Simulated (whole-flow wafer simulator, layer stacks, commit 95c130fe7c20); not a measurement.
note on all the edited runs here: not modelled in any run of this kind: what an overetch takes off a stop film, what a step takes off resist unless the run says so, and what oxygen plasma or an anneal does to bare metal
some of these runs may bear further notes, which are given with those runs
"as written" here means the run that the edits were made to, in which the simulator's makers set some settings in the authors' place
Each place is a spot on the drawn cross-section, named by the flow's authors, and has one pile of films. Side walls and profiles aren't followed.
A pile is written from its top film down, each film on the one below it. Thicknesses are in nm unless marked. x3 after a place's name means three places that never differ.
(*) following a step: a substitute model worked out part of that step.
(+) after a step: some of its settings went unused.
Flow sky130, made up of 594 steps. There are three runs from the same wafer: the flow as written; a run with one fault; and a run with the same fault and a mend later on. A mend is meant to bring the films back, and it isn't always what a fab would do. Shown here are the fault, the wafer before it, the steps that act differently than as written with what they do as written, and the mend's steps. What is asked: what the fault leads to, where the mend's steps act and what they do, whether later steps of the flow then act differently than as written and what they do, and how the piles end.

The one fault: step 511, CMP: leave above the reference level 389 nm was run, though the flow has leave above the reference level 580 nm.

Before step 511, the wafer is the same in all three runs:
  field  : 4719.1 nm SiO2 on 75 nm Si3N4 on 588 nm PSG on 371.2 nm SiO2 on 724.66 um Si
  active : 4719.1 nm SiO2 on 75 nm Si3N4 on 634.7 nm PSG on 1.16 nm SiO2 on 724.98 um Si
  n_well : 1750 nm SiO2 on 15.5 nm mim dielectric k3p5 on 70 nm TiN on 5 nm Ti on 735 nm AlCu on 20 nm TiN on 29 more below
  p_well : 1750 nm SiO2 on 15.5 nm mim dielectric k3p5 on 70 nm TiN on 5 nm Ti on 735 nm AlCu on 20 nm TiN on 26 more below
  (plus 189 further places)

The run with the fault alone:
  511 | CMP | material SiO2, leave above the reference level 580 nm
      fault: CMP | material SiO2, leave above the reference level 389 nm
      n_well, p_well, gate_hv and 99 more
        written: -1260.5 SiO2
        fault: -1451.5 SiO2
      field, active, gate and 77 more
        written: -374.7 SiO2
        fault: -565.7 SiO2
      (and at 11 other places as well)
  Steps later in the flow that act otherwise than as written:
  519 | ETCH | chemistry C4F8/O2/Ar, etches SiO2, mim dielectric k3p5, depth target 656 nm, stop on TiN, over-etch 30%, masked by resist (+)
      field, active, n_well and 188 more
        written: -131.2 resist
        fault: -81.8 resist
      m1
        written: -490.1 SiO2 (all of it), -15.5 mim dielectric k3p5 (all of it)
        fault: -299.1 SiO2 (all of it), -15.5 mim dielectric k3p5 (all of it)
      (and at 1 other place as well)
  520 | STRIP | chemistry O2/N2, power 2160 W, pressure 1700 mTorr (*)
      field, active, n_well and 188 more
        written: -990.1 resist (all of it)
        fault: -1039.5 resist (all of it)
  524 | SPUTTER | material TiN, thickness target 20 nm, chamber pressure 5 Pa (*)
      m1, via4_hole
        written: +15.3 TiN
        fault: +16.7 TiN
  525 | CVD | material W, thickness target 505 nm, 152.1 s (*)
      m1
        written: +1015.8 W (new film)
        fault: +626.6 W (new film)
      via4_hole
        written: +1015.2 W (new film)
        fault: +627.7 W (new film)
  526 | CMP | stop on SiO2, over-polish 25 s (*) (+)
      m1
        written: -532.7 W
        fault: -335.9 W
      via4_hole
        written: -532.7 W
        fault: -337.7 W
  The piles end different from the flow's at field, active, n_well and 190 more by more than 2% or 0.5 nm, whichever is larger.
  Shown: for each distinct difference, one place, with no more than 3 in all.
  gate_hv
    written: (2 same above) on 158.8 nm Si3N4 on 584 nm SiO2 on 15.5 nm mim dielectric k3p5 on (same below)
    fault: (2 same above) on 158.8 nm Si3N4 on 393 nm SiO2 on 15.5 nm mim dielectric k3p5 on (same below)
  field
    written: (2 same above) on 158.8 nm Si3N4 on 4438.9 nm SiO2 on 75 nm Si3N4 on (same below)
    fault: (2 same above) on 158.8 nm Si3N4 on 4247.9 nm SiO2 on 75 nm Si3N4 on (same below)
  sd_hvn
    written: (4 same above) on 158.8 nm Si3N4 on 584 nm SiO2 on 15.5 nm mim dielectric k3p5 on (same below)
    fault: (4 same above) on 158.8 nm Si3N4 on 393 nm SiO2 on 15.5 nm mim dielectric k3p5 on (same below)

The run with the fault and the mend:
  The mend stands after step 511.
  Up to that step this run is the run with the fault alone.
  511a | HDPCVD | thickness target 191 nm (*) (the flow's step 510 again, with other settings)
      field, active, n_well and 190 more
        +191 SiO2
  Every later step of the flow that is run acts as written at every place that is followed.
  At every place that both follow, the piles at the end match the flow's.
